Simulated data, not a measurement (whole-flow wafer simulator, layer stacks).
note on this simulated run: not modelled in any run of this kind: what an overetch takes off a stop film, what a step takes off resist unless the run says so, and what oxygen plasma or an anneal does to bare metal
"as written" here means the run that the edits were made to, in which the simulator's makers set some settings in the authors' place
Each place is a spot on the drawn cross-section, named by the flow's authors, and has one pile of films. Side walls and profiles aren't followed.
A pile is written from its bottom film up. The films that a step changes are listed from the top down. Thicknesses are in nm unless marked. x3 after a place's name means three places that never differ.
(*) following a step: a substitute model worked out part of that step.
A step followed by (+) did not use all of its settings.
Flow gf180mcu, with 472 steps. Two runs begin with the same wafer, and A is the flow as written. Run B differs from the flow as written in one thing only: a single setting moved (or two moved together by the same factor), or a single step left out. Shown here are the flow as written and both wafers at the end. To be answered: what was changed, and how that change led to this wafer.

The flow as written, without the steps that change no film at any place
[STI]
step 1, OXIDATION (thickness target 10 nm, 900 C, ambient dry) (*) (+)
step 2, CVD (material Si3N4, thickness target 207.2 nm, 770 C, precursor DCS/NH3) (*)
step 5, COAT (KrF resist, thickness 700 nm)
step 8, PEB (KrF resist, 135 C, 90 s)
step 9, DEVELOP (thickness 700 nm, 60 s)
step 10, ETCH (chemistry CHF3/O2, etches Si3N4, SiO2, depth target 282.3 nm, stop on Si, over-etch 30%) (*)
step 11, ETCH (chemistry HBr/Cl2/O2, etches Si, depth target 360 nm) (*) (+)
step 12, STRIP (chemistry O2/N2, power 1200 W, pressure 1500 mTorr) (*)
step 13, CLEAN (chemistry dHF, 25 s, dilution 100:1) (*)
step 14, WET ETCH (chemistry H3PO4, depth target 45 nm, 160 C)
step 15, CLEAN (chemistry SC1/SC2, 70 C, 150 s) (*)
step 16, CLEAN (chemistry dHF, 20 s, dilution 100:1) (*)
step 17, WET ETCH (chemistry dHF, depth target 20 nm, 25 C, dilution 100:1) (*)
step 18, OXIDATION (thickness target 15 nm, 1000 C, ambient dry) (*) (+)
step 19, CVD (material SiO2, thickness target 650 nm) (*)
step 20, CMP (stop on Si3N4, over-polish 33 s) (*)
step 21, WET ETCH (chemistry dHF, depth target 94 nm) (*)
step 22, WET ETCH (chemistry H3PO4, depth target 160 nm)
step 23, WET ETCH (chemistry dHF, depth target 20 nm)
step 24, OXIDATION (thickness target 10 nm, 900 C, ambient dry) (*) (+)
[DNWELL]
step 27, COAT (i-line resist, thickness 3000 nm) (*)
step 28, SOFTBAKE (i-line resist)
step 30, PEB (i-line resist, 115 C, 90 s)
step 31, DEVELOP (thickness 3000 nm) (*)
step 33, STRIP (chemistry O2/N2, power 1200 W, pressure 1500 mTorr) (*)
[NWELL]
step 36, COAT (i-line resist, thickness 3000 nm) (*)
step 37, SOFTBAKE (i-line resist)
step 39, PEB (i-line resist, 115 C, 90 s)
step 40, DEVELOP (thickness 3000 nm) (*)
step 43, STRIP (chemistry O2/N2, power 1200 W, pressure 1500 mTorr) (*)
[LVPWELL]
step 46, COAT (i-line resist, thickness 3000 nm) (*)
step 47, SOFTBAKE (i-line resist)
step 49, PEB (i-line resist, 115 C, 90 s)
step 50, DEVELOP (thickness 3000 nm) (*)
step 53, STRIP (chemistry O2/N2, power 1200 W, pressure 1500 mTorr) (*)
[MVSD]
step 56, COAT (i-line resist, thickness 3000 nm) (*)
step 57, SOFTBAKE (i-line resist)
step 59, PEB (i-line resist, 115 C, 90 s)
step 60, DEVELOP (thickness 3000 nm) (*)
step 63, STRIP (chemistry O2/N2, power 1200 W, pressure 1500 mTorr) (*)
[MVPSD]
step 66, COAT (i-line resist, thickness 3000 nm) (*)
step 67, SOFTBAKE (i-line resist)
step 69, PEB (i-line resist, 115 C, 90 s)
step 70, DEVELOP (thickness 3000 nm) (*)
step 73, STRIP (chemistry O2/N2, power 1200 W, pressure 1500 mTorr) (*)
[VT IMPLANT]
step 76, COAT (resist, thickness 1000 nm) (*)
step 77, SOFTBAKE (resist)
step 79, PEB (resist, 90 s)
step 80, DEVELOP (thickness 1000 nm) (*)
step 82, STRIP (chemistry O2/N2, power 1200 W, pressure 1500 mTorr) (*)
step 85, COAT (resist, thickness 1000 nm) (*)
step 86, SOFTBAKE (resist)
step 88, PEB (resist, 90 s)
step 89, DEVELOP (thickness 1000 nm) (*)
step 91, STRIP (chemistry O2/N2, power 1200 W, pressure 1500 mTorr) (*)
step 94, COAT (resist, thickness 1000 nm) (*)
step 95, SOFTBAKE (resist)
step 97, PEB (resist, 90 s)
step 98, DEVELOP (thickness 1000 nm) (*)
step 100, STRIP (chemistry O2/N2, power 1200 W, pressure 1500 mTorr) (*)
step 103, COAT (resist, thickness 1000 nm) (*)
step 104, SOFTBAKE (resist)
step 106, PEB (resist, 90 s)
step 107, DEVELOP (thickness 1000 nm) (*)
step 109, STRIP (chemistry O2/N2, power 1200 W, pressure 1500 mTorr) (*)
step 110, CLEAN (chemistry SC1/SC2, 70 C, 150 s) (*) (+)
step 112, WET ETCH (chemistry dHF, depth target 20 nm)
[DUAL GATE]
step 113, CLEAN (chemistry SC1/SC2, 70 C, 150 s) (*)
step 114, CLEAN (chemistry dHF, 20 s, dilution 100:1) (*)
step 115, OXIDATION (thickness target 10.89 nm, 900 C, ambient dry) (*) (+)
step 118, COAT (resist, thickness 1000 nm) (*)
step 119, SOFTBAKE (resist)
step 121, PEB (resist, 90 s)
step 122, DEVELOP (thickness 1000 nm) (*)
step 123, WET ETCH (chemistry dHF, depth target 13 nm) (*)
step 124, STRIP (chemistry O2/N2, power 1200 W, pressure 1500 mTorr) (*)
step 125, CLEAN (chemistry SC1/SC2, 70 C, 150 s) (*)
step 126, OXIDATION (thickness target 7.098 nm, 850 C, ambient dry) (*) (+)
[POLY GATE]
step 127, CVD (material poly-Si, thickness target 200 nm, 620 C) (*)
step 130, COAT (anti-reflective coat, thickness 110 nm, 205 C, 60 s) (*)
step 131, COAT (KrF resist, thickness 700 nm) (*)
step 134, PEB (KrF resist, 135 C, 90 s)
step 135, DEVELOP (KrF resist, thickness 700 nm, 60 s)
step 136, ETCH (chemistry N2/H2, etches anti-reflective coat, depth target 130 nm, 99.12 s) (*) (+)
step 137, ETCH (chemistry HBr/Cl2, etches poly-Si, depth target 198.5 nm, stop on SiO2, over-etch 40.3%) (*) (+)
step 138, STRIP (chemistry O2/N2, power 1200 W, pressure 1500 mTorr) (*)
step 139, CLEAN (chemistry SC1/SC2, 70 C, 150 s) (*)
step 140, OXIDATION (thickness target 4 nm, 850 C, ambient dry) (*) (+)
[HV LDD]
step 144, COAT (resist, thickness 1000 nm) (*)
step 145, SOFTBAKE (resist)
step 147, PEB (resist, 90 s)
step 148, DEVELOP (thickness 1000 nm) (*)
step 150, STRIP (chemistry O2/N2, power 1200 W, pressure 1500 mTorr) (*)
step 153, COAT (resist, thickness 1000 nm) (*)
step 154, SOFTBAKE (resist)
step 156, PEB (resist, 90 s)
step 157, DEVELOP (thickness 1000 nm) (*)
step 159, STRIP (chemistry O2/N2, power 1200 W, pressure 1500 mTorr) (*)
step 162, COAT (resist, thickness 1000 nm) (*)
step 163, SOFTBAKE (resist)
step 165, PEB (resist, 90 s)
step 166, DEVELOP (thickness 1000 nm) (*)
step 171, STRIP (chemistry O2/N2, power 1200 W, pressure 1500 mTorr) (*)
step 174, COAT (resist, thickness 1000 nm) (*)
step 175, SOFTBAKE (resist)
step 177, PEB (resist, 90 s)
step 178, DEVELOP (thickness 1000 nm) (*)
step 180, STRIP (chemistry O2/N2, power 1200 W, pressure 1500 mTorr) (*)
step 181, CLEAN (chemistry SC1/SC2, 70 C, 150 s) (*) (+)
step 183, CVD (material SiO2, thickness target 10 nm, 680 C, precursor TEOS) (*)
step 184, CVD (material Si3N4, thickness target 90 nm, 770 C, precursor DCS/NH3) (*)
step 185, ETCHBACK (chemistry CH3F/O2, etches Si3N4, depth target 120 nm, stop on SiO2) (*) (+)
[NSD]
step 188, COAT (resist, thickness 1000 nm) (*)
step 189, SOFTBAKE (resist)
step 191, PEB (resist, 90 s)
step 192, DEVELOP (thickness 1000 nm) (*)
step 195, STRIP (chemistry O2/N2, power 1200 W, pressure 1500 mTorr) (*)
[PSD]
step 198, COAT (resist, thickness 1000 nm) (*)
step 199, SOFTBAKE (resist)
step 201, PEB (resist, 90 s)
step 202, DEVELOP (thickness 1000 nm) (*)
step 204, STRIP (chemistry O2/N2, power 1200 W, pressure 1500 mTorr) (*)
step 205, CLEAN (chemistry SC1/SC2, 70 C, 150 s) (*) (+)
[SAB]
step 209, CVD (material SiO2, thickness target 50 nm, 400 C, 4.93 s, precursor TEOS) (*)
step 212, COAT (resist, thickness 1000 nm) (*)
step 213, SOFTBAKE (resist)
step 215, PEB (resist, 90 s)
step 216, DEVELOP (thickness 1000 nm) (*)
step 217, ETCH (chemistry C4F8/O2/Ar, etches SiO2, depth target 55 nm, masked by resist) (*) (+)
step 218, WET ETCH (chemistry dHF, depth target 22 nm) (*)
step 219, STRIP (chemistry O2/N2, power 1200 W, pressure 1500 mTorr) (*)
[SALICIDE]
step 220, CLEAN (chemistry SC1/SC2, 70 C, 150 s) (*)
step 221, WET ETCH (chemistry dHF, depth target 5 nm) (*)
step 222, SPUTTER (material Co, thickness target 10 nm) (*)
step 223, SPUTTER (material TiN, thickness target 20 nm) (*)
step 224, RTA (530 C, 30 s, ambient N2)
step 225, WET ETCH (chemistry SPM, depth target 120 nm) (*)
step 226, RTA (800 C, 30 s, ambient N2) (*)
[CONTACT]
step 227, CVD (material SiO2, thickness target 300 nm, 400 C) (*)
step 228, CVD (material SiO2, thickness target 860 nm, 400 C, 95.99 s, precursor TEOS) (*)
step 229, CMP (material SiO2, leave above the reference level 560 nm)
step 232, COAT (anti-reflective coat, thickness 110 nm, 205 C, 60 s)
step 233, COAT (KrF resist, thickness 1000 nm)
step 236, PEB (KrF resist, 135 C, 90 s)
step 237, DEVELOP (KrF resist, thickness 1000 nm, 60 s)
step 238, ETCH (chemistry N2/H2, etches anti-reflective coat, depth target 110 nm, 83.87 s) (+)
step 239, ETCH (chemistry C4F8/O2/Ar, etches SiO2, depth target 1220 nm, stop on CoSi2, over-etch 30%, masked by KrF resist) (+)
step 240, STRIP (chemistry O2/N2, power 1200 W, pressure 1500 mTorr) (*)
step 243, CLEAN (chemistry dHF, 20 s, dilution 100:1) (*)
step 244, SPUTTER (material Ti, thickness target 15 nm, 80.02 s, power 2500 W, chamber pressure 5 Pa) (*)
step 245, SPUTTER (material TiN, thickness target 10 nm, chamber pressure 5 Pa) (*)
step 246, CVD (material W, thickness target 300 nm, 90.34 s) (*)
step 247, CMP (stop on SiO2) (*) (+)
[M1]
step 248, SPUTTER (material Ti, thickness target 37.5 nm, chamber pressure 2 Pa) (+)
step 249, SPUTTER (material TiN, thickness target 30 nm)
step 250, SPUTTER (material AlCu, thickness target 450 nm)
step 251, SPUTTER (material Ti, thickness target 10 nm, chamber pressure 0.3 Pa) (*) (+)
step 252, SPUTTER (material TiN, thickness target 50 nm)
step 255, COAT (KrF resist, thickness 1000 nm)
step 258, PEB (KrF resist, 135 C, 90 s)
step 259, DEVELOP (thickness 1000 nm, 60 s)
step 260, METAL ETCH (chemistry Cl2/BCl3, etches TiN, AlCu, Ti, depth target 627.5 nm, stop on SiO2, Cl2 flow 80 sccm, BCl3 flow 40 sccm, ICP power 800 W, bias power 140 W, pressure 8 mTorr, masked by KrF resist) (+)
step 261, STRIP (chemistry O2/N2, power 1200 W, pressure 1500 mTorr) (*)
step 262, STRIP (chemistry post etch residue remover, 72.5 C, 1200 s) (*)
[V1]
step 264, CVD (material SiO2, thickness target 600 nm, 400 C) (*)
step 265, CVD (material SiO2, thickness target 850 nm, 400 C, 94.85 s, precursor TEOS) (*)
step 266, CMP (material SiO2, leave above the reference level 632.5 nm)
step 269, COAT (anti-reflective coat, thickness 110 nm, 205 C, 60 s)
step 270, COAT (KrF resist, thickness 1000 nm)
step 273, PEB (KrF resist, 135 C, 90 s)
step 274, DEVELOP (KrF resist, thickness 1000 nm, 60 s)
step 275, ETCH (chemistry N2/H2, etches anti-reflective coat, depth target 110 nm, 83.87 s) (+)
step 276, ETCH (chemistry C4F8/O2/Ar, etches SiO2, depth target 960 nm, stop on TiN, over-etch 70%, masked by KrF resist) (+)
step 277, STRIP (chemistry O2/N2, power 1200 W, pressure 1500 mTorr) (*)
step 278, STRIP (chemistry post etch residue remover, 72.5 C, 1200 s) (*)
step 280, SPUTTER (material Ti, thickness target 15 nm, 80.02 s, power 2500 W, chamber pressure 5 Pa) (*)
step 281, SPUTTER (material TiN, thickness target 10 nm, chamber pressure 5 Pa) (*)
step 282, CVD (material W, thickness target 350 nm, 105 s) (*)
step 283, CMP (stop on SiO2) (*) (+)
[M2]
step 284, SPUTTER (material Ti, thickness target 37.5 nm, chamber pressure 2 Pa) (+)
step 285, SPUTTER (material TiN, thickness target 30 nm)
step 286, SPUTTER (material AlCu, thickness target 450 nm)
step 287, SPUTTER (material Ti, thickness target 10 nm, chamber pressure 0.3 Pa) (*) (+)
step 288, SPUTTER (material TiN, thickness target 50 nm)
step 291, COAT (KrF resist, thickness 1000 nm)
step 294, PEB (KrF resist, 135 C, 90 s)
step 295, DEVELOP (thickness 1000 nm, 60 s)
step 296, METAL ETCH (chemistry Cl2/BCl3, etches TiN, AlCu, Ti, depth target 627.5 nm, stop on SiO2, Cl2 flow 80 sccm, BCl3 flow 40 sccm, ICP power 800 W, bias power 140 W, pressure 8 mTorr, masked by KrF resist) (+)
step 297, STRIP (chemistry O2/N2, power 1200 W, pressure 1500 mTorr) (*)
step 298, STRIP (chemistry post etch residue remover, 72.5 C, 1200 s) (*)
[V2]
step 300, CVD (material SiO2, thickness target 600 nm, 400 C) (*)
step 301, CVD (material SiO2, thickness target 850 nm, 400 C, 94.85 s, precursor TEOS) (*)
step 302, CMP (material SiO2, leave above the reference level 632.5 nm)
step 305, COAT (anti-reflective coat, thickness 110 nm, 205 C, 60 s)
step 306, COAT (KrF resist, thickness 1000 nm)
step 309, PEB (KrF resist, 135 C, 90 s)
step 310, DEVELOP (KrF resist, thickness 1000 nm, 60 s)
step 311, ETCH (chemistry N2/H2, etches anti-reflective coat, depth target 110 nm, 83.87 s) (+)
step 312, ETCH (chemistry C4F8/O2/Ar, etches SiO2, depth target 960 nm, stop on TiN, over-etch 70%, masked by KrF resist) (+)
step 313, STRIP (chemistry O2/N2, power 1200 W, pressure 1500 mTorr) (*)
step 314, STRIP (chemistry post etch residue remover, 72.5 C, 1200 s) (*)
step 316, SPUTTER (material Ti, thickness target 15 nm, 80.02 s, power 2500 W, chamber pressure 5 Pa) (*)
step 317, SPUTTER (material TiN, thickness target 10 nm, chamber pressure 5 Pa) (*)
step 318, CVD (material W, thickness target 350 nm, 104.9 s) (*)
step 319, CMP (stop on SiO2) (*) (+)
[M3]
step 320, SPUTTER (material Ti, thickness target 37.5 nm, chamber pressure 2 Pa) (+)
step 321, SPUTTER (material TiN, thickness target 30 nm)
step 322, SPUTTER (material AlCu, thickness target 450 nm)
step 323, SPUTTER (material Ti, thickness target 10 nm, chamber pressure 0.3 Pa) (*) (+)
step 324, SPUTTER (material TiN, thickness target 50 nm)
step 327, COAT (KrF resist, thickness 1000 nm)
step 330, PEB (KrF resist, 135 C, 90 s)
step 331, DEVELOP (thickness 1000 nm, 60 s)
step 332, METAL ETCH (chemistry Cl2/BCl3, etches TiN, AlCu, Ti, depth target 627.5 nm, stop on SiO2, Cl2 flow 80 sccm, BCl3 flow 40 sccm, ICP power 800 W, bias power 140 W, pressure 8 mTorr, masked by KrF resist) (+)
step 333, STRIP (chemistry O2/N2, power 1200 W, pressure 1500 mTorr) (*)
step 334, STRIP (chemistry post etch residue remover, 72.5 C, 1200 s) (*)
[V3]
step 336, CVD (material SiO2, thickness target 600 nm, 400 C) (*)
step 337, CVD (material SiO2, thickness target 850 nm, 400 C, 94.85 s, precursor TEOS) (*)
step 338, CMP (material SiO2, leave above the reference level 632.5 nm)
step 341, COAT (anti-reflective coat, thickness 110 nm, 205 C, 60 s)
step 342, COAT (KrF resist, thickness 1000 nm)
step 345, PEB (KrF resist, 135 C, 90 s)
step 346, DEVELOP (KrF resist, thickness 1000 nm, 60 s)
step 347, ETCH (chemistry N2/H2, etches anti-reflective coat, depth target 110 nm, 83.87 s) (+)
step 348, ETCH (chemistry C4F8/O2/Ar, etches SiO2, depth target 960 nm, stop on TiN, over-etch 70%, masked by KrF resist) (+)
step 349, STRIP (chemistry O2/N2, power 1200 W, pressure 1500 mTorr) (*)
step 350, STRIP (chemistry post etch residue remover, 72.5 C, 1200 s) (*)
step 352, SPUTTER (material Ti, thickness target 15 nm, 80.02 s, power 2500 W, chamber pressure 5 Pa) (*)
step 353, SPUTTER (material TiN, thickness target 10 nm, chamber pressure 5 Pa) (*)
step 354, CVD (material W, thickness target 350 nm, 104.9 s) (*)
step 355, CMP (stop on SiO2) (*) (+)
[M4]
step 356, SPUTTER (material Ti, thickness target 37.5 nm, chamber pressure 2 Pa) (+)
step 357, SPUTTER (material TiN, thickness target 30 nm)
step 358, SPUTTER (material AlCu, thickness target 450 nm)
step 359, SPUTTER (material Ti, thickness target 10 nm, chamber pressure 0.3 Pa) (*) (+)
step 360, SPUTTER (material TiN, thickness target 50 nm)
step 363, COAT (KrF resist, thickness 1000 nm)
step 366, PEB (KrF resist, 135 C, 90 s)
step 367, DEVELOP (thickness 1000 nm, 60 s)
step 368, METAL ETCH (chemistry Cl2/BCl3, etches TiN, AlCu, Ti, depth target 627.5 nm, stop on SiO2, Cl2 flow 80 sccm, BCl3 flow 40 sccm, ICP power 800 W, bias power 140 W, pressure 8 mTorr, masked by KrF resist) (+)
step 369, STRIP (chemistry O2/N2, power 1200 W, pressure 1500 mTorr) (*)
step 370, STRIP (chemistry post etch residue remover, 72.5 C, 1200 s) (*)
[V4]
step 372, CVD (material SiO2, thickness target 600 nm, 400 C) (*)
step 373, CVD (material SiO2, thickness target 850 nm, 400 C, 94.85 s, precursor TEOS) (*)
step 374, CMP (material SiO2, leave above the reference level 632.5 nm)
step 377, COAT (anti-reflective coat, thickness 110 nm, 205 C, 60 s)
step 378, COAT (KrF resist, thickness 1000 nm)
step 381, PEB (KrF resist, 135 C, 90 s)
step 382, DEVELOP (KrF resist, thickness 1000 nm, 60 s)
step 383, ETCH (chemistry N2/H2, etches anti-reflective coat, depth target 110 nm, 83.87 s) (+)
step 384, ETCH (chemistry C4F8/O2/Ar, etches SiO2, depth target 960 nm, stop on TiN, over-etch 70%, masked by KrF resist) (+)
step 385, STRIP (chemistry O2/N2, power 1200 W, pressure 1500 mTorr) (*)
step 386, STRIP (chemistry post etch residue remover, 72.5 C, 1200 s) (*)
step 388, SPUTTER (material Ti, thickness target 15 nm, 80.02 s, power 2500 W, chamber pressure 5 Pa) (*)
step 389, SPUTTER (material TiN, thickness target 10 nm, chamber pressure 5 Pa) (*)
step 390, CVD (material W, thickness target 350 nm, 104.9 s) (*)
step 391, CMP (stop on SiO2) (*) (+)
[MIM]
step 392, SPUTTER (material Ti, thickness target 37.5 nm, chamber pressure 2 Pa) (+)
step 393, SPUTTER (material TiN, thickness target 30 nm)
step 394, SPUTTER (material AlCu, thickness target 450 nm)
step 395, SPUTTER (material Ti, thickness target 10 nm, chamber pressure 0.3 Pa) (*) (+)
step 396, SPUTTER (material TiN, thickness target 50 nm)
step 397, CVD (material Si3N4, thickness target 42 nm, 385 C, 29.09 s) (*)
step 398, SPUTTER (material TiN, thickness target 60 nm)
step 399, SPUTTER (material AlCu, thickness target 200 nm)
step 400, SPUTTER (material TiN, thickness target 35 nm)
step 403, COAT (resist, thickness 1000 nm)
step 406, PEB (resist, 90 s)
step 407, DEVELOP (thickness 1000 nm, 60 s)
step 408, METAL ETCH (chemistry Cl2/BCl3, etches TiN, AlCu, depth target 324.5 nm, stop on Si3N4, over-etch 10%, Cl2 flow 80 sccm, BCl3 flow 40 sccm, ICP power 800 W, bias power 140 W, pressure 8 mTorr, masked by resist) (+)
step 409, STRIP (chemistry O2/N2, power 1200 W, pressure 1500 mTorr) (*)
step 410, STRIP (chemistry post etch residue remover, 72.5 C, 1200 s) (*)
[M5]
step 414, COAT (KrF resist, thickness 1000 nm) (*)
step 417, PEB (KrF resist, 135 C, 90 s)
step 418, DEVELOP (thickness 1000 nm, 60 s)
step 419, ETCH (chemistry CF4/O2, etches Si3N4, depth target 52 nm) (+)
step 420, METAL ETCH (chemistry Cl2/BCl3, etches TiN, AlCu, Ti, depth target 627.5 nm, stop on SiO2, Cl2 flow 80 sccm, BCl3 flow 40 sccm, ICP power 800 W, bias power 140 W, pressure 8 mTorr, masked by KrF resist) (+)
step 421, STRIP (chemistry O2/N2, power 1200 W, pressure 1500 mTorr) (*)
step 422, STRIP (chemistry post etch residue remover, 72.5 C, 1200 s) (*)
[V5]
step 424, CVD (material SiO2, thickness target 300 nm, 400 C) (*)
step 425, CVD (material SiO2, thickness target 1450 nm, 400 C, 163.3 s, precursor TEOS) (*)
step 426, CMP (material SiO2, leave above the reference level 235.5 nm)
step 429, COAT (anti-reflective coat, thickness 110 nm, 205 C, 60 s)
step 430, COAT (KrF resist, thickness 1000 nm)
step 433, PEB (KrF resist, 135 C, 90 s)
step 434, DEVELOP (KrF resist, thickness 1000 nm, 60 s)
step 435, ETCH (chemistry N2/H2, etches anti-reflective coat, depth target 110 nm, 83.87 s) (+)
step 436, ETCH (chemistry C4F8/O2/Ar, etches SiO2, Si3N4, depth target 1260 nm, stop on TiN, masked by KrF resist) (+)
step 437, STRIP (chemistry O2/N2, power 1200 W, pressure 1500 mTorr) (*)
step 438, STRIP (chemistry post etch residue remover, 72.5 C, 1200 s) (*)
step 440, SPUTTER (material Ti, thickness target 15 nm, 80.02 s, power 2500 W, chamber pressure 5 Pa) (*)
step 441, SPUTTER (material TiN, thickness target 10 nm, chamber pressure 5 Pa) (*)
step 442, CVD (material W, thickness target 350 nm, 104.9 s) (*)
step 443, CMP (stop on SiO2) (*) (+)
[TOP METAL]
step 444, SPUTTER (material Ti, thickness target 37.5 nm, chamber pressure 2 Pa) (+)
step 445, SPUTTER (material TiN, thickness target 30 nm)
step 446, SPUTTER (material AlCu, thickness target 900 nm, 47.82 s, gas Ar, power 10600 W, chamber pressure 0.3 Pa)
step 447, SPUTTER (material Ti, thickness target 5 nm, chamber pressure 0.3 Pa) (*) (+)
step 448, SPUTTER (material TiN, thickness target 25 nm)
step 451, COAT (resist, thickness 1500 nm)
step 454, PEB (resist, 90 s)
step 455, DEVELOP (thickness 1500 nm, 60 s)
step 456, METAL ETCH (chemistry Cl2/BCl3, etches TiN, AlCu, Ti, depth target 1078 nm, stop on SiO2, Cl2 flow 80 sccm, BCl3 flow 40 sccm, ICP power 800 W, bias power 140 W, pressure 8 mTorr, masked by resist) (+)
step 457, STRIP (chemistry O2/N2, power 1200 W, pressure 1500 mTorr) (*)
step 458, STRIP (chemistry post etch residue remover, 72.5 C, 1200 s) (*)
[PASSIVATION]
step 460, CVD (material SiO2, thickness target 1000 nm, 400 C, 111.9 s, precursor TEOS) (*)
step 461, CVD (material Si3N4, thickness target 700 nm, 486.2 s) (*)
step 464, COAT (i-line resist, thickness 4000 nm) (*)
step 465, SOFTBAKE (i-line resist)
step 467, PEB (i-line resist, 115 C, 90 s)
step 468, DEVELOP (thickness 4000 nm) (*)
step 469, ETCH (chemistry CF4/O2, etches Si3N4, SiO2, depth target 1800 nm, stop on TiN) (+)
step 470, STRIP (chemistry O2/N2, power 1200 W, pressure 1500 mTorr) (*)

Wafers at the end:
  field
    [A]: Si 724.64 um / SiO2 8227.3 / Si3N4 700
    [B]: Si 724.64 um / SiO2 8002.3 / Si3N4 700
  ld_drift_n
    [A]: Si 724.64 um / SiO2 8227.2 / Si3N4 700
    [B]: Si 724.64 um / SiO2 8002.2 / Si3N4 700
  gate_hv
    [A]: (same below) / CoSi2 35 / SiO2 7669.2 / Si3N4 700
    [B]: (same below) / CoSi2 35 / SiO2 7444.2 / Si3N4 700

Cause: step 286, SPUTTER: thickness target 225 nm was run, whereas the flow has thickness target 450 nm.

Step by step, how the change led to this:
  step 286, SPUTTER (material AlCu, thickness target 450 nm)
      field, field__w1, field__w2 and 108 more: A AlCu gains 450 (new film) | B AlCu gains 225 (new film)
  step 296, METAL ETCH (chemistry Cl2/BCl3, etches TiN, AlCu, Ti, depth target 627.5 nm, stop on SiO2, Cl2 flow 80 sccm, BCl3 flow 40 sccm, ICP power 800 W, bias power 140 W, pressure 8 mTorr, masked by KrF resist) (+)
      field, field__w1, field__w2 and 103 more: A TiN loses 50 (all of it), Ti loses 10 (all of it), AlCu loses 450 (all of it), TiN loses 30 (all of it), Ti loses 37.5 (all of it) | B TiN loses 50 (all of it), Ti loses 10 (all of it), AlCu loses 225 (all of it), TiN loses 30 (all of it), Ti loses 37.5 (all of it)
      field__w8, contact, m1, m1__w1, m1_nw: A KrF resist loses 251 | B KrF resist loses 211.5
  step 297, STRIP (chemistry O2/N2, power 1200 W, pressure 1500 mTorr) (*)
      field__w8, contact, m1, m1__w1, m1_nw: A KrF resist loses 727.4 (all of it) | B KrF resist loses 766.9 (all of it)
  step 302, CMP (material SiO2, leave above the reference level 632.5 nm)
      field, field__w1, field__w2 and 103 more: A SiO2 loses 300 | B SiO2 loses 525
